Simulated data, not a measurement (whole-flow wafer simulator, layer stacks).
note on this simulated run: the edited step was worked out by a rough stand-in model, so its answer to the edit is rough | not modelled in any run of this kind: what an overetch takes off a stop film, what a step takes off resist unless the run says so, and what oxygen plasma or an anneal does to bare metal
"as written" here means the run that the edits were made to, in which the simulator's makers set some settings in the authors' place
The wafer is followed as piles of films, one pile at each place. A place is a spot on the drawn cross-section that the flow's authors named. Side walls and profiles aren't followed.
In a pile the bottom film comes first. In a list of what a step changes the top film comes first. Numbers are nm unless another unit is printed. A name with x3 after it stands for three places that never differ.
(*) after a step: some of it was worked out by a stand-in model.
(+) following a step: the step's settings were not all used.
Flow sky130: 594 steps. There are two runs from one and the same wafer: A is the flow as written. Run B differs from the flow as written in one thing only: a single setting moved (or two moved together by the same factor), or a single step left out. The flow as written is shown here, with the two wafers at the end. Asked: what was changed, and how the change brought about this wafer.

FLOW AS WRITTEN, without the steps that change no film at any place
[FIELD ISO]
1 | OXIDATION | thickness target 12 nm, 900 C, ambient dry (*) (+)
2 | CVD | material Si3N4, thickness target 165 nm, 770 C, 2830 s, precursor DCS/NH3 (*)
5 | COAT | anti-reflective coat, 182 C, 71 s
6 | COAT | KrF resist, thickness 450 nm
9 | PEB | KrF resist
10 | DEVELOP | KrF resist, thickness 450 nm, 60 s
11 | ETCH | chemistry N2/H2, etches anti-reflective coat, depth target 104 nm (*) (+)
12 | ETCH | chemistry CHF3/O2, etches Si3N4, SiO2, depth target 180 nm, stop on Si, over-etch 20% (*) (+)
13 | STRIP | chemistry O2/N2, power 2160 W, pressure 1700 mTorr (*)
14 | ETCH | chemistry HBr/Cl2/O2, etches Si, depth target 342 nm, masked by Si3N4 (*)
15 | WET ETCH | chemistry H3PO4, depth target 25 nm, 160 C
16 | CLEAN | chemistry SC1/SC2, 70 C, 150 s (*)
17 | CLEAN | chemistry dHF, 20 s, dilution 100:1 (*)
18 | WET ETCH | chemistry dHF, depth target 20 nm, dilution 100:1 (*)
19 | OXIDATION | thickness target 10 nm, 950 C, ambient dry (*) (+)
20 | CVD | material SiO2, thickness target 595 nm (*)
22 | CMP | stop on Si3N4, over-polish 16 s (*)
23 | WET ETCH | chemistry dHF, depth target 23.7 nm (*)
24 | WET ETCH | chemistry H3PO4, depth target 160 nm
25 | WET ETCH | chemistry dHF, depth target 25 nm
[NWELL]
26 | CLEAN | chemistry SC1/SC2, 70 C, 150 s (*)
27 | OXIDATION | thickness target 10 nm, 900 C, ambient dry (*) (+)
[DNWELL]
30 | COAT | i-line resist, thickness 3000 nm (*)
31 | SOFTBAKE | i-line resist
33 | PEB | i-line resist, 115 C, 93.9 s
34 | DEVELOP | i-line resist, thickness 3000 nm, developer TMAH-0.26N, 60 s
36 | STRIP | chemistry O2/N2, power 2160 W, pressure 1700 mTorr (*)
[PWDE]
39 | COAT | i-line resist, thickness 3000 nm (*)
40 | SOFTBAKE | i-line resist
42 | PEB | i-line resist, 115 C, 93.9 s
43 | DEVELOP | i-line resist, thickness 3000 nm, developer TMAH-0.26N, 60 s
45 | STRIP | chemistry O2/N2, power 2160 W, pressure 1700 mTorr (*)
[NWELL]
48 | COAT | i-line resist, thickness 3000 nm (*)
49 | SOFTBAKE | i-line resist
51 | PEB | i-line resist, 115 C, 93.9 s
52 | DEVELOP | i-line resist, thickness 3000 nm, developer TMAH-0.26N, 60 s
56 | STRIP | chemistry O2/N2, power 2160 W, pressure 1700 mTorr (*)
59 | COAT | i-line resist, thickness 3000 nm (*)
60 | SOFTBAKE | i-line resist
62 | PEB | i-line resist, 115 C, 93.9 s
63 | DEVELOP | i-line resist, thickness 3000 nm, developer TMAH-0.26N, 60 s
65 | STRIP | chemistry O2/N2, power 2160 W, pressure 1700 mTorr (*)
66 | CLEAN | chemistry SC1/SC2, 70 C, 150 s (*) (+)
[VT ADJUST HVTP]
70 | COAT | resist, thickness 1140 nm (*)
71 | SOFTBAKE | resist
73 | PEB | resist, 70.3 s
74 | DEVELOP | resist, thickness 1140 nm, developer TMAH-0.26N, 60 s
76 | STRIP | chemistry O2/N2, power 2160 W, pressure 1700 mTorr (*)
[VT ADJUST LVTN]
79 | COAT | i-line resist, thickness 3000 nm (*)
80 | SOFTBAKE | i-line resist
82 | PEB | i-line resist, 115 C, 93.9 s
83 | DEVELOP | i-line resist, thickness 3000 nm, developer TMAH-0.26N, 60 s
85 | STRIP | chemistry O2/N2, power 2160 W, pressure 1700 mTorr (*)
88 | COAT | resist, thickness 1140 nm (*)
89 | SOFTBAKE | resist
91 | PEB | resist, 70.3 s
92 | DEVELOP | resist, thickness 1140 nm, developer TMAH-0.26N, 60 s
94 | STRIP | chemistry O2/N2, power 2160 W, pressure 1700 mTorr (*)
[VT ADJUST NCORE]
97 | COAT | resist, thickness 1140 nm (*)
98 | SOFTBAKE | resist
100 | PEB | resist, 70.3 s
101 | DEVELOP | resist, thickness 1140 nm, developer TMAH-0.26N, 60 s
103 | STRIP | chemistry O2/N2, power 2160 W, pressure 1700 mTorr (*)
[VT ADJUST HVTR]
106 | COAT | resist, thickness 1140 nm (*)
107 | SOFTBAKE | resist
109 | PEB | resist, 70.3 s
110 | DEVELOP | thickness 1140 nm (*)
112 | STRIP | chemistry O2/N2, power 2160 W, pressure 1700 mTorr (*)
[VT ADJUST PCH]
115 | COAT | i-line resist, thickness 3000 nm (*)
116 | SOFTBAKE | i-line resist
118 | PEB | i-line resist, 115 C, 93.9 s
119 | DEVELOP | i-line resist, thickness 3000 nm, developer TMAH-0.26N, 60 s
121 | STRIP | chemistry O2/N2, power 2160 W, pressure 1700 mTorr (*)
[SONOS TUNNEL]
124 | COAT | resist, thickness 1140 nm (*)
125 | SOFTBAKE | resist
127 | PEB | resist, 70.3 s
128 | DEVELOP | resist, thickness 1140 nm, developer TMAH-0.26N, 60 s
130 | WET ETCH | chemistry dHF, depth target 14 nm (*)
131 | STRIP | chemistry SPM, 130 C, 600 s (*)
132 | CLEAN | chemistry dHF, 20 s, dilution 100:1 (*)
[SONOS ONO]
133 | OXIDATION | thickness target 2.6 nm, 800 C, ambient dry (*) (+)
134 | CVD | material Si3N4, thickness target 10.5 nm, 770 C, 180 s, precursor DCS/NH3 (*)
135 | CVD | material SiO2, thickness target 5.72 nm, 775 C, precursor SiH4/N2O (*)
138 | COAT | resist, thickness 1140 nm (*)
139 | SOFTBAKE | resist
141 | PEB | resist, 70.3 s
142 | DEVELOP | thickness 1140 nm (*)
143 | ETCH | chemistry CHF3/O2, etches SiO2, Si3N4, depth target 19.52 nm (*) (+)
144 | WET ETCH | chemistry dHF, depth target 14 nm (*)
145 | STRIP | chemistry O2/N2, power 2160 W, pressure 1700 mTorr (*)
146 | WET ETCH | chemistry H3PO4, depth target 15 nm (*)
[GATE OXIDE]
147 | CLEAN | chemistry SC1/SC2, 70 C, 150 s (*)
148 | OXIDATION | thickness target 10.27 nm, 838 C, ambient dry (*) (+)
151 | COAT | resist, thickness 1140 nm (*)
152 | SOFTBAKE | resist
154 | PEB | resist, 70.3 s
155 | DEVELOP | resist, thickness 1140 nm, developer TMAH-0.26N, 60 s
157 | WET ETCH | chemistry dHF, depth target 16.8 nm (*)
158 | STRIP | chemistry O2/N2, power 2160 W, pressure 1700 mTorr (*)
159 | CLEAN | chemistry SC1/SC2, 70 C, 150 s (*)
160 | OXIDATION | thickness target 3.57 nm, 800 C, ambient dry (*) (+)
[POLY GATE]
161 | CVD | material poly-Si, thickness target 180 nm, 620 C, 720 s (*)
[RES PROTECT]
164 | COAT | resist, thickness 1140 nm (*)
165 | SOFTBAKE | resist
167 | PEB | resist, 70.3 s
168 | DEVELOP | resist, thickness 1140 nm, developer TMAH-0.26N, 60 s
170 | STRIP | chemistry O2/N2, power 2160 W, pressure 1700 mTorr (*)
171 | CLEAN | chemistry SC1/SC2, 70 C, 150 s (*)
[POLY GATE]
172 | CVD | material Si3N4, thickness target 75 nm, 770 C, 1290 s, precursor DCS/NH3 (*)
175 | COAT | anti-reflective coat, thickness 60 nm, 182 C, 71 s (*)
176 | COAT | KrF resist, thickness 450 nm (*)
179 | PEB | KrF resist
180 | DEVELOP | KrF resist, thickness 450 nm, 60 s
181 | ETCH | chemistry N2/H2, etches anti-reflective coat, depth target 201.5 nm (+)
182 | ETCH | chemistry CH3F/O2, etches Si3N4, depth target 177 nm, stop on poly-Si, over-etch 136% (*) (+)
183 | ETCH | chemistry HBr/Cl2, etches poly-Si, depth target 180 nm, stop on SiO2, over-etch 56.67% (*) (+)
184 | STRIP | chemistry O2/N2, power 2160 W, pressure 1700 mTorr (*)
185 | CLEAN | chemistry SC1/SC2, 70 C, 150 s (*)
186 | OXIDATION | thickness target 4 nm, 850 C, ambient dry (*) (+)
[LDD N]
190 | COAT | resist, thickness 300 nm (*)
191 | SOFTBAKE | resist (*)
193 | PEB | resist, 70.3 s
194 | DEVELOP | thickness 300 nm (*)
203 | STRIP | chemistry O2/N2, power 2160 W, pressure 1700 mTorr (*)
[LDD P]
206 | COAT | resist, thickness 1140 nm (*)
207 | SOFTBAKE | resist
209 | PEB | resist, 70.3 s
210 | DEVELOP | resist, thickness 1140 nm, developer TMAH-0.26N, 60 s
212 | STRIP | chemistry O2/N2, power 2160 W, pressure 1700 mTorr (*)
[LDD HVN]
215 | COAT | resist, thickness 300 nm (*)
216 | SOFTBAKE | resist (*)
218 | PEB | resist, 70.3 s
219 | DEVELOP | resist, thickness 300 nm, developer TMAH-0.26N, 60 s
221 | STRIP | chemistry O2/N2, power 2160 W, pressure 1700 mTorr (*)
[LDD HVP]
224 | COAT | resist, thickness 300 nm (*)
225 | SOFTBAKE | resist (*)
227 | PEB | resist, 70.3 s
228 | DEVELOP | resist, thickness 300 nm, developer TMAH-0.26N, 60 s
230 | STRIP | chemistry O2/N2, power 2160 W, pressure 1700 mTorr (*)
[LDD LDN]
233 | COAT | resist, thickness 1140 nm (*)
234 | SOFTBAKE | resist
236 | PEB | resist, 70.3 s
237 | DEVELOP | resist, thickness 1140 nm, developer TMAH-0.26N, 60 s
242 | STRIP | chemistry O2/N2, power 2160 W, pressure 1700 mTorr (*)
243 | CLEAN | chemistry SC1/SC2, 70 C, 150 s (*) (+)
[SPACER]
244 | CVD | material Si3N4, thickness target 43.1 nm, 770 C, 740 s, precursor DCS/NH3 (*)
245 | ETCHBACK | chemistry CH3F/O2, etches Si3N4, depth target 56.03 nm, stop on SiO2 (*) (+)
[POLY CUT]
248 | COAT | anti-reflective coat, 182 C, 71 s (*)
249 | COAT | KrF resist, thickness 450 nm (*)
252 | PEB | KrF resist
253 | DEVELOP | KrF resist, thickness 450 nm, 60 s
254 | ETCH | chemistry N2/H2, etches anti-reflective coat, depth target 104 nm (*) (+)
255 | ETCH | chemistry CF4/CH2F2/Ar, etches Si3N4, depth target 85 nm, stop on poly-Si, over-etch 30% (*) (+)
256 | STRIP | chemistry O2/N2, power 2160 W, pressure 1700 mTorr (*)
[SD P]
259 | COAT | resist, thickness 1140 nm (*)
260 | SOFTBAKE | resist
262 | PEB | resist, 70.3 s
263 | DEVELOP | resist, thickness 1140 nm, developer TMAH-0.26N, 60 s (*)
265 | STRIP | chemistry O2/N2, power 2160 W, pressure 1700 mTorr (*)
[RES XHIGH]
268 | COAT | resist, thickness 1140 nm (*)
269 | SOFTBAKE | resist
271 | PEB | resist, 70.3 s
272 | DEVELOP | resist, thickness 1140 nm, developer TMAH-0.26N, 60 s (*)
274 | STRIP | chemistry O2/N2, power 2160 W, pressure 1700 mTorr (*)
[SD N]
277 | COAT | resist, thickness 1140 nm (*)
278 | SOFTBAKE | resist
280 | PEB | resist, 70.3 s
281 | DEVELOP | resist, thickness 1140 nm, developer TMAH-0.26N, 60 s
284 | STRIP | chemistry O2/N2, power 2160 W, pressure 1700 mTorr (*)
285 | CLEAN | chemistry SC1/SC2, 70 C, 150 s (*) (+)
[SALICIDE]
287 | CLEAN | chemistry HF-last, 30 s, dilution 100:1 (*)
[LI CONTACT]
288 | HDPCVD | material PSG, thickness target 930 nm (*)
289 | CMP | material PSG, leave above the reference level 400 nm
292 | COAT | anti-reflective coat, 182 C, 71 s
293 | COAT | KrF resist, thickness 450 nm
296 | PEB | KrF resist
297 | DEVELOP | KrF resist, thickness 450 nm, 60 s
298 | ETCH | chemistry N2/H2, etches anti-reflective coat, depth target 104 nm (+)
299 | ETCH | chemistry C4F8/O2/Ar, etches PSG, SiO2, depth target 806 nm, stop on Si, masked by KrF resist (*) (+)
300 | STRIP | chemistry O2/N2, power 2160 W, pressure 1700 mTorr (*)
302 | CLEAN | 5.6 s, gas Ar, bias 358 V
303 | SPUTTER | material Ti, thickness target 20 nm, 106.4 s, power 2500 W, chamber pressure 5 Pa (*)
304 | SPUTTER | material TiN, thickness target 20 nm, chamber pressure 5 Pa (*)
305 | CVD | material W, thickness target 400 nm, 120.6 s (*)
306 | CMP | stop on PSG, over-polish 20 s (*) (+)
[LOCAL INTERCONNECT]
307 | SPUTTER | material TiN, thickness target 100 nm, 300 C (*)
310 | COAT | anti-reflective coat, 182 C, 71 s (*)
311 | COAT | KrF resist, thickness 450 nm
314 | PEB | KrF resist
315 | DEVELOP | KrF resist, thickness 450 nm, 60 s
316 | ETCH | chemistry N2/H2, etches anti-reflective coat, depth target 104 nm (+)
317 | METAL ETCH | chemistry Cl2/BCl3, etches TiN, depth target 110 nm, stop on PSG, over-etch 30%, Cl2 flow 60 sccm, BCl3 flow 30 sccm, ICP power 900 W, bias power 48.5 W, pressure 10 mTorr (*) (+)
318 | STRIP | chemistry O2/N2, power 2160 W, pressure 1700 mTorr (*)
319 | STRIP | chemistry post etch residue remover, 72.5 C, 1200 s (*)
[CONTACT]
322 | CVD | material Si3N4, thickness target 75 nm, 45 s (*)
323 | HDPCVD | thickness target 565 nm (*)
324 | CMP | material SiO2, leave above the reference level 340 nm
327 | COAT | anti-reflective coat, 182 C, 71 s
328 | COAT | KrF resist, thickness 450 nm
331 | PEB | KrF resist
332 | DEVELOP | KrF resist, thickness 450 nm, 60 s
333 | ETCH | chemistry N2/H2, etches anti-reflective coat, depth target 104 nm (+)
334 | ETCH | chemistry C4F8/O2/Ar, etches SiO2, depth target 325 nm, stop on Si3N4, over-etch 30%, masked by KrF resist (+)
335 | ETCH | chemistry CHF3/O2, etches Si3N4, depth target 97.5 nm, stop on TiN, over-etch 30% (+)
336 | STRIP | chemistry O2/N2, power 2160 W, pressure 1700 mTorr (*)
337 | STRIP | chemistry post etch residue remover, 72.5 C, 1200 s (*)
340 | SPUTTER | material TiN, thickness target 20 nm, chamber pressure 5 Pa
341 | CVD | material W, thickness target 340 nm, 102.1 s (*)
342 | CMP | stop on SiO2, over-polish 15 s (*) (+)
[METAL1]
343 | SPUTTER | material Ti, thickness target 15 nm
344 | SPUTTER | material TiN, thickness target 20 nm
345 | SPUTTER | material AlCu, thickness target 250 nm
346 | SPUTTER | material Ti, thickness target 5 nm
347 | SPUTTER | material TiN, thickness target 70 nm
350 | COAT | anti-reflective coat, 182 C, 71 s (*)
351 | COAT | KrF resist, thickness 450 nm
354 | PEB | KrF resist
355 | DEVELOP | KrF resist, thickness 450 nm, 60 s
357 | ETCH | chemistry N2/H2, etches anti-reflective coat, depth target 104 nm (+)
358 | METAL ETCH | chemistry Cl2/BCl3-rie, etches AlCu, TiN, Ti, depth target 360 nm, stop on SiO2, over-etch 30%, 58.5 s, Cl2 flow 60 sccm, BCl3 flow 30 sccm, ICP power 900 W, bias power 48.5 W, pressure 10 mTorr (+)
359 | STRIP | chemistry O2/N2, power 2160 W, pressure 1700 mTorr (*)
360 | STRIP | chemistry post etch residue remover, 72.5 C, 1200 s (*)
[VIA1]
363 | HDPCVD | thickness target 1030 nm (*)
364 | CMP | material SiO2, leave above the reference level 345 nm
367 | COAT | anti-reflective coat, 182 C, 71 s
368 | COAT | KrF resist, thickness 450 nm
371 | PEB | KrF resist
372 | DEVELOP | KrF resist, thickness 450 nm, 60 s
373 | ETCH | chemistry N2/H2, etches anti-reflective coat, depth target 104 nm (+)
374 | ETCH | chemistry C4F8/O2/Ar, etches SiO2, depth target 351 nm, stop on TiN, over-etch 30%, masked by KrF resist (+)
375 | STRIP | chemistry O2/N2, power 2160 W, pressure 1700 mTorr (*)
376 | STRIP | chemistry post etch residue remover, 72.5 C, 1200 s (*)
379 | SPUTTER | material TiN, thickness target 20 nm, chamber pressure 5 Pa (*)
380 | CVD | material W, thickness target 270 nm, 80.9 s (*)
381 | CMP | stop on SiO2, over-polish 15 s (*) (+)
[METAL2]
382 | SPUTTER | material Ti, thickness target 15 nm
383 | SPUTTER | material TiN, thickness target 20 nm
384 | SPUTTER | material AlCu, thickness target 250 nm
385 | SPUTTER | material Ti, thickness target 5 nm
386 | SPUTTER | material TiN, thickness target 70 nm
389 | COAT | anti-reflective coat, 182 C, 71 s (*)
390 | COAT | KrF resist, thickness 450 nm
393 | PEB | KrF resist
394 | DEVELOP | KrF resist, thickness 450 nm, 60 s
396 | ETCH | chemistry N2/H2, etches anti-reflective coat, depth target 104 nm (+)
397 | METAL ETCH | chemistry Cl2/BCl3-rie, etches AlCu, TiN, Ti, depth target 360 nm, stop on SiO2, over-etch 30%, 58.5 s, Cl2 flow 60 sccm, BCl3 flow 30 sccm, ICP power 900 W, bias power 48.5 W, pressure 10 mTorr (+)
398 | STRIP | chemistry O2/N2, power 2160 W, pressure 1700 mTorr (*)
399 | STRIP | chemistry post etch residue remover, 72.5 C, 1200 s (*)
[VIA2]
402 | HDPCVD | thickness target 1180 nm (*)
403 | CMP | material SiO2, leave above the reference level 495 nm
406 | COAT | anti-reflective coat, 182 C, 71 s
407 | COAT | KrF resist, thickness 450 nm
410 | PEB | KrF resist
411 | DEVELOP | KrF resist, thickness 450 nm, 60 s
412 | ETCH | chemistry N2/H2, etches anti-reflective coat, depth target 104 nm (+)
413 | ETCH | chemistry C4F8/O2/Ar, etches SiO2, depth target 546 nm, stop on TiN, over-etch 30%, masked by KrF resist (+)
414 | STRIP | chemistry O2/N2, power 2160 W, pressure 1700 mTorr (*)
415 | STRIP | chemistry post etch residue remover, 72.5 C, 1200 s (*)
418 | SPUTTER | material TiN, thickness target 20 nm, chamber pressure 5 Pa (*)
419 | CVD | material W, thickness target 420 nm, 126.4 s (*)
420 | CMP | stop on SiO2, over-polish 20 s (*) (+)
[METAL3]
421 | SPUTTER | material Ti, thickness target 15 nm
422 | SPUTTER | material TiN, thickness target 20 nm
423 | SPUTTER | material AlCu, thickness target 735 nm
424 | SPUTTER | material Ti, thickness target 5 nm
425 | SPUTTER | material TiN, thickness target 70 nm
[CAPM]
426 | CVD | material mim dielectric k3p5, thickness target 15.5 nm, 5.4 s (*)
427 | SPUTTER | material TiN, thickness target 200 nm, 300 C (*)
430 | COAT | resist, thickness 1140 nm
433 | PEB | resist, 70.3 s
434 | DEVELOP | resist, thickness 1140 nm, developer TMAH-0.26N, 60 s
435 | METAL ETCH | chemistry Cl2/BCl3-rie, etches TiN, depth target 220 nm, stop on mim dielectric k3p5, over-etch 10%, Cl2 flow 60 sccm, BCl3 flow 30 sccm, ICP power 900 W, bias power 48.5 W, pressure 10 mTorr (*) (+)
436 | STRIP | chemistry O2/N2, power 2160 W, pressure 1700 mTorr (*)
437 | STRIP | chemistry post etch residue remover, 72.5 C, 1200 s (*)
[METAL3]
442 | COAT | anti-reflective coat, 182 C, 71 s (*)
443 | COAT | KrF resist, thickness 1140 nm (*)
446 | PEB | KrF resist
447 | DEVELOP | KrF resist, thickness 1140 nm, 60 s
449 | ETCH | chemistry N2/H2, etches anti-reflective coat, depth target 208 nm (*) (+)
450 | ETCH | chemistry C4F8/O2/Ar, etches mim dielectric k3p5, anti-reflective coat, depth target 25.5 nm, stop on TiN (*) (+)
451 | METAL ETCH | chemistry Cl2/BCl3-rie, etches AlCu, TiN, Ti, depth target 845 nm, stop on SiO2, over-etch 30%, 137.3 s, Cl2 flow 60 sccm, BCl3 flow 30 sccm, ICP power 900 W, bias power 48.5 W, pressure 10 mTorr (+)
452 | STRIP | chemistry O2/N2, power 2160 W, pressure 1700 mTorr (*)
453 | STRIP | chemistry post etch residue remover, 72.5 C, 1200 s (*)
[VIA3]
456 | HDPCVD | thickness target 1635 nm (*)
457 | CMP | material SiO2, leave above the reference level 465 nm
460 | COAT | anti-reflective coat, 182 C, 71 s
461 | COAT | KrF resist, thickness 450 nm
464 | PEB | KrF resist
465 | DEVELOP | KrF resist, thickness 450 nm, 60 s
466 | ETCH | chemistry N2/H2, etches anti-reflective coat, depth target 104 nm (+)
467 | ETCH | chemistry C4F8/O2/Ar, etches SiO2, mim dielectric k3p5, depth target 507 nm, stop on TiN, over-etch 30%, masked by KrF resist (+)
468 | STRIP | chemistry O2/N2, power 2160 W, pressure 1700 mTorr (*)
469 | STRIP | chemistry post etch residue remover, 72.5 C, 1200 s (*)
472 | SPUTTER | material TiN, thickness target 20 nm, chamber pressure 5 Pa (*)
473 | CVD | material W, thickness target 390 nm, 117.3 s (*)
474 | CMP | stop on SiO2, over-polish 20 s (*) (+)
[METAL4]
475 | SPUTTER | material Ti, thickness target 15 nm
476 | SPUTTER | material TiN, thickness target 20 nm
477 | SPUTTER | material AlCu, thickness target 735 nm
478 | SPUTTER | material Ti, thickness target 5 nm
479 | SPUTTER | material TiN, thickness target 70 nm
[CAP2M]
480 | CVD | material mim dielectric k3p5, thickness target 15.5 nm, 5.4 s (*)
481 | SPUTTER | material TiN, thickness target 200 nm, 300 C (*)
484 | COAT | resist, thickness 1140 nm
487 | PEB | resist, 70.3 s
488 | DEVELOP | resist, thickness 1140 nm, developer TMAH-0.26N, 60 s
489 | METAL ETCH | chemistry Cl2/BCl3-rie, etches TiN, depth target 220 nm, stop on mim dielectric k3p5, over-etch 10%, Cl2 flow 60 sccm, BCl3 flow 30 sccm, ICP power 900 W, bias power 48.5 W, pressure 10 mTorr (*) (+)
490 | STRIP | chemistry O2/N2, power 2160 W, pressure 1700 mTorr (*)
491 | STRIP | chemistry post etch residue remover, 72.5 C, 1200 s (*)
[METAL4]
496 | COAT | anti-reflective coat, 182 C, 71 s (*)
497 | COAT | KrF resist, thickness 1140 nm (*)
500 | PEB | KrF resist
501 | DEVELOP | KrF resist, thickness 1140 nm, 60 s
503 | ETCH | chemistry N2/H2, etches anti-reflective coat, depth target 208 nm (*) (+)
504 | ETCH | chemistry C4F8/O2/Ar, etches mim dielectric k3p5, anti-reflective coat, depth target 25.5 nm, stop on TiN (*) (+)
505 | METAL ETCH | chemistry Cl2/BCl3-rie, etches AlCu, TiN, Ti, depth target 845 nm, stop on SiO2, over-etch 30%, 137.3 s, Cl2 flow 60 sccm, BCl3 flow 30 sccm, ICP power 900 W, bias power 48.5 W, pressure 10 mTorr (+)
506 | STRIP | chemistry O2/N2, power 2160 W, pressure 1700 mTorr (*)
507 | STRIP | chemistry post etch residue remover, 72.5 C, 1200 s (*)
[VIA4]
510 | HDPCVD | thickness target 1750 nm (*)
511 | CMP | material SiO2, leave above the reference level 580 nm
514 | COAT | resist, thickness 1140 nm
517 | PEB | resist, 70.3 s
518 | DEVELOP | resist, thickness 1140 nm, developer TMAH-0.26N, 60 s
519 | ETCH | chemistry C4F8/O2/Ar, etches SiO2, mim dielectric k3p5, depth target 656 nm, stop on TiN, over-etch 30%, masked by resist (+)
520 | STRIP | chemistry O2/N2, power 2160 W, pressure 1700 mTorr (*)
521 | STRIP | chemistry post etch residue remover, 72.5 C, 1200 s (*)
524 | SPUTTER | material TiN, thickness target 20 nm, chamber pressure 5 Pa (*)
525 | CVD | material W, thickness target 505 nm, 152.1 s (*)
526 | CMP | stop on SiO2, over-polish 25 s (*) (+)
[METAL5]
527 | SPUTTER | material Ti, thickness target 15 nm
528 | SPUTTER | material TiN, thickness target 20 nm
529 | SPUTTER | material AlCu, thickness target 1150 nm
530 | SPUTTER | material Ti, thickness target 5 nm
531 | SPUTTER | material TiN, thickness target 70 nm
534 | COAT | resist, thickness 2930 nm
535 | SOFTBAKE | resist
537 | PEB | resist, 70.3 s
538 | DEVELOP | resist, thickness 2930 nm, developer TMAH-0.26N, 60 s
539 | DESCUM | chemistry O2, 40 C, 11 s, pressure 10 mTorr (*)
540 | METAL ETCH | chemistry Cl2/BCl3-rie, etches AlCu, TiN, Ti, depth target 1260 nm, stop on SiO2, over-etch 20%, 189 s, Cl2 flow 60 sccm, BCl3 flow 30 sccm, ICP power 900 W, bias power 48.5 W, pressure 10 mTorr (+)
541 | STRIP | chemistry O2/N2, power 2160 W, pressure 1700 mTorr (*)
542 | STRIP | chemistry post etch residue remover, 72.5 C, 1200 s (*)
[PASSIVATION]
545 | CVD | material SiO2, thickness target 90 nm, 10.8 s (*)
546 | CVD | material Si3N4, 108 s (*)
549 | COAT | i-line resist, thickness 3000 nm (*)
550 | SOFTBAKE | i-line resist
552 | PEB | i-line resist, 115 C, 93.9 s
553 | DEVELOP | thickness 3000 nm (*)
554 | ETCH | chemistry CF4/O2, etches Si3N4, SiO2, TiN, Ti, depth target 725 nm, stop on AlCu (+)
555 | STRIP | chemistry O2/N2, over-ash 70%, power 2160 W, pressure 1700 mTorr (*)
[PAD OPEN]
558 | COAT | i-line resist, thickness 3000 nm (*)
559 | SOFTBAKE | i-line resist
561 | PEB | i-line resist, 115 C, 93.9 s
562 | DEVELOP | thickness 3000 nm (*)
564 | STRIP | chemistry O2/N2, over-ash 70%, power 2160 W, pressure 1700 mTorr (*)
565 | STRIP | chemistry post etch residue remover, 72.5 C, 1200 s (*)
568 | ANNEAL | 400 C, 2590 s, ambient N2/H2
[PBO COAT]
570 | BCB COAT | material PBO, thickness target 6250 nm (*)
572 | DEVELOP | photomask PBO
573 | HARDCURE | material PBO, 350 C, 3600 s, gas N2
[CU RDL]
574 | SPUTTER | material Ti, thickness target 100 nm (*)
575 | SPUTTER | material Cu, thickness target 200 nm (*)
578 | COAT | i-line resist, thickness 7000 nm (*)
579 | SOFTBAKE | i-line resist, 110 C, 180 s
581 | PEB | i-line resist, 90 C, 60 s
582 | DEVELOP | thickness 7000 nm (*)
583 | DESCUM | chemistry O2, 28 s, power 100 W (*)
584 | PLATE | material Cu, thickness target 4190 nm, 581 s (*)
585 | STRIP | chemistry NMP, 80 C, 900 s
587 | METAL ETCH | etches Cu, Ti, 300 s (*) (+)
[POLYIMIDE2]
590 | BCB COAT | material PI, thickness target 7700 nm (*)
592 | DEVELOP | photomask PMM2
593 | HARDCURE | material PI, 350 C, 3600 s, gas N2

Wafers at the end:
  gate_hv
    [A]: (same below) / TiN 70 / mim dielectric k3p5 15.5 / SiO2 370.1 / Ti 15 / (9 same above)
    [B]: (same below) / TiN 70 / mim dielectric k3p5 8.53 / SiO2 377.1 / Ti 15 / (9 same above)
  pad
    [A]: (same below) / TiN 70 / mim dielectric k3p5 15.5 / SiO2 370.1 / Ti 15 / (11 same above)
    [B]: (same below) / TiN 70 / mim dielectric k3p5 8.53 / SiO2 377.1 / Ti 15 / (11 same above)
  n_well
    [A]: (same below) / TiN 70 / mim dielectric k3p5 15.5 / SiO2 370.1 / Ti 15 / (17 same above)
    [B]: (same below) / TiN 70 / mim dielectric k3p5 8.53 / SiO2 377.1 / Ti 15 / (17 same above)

Cause: step 426, CVD: thickness target 8.53 nm was run, while the flow as written has thickness target 15.5 nm; step 426, CVD: 2.97 s was run, where the flow has 5.4 s.
The wafer itself shows it: gate_hv has mim dielectric k3p5 8.53, and step 426 as written asks for 15.5 nm.

How this came from the change, step by step:
  426 | CVD | material mim dielectric k3p5, thickness target 15.5 nm, 5.4 s (*)
      field, active, n_well and 188 more: A +15.5 mim dielectric k3p5 (new film) | B +8.53 mim dielectric k3p5 (new film)
  450 | ETCH | chemistry C4F8/O2/Ar, etches mim dielectric k3p5, anti-reflective coat, depth target 25.5 nm, stop on TiN (*) (+)
      n_well, p_well, gate_hv and 104 more: A -15.5 KrF resist | B -8.53 KrF resist
      field, active, gate and 82 more: A -15.5 mim dielectric k3p5 (all of it) | B -8.53 mim dielectric k3p5 (all of it)
  467 | ETCH | chemistry C4F8/O2/Ar, etches SiO2, mim dielectric k3p5, depth target 507 nm, stop on TiN, over-etch 30%, masked by KrF resist (+)
      m1: A -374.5 SiO2 (all of it), -15.5 mim dielectric k3p5 (all of it) | B -381.5 SiO2 (all of it), -8.53 mim dielectric k3p5 (all of it)
      via3_hole: A -373.9 SiO2 (all of it), -15.5 mim dielectric k3p5 (all of it) | B -380.9 SiO2 (all of it), -8.53 mim dielectric k3p5 (all of it)
